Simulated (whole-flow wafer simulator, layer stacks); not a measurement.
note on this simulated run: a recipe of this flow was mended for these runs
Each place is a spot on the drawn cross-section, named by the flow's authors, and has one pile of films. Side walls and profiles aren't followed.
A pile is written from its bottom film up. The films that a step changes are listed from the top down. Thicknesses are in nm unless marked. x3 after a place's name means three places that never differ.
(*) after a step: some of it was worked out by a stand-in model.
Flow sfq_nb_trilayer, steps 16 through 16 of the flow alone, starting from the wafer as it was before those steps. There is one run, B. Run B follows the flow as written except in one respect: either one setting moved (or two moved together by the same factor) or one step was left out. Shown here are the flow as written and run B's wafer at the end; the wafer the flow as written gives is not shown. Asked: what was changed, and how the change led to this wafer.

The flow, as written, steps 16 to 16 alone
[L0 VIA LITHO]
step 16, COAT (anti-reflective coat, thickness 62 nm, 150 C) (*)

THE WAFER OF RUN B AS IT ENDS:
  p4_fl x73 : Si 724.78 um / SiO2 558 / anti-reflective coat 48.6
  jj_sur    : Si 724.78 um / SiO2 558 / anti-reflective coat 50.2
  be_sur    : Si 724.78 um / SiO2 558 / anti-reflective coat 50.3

The reason: step 16, COAT: thickness 48.6 nm was run, though the flow has thickness 62 nm.
One can read it off the wafer: p4_fl x73 has anti-reflective coat 48.6, and step 16 as written asks for 62 nm.

How this came from the change, step by step:
  step 16, COAT (anti-reflective coat, thickness 62 nm, 150 C) (*)
      p4_fl x73: +48.6 anti-reflective coat (new film) (it would be, as written: +62 anti-reflective coat (new film))
      jj_sur, ce_l, c5j, ce_r, sp_r, be_r, r_sur, res: +50.2 anti-reflective coat (new film) (it would be, as written: +63.8 anti-reflective coat (new film))
      (and at 25 other places as well)
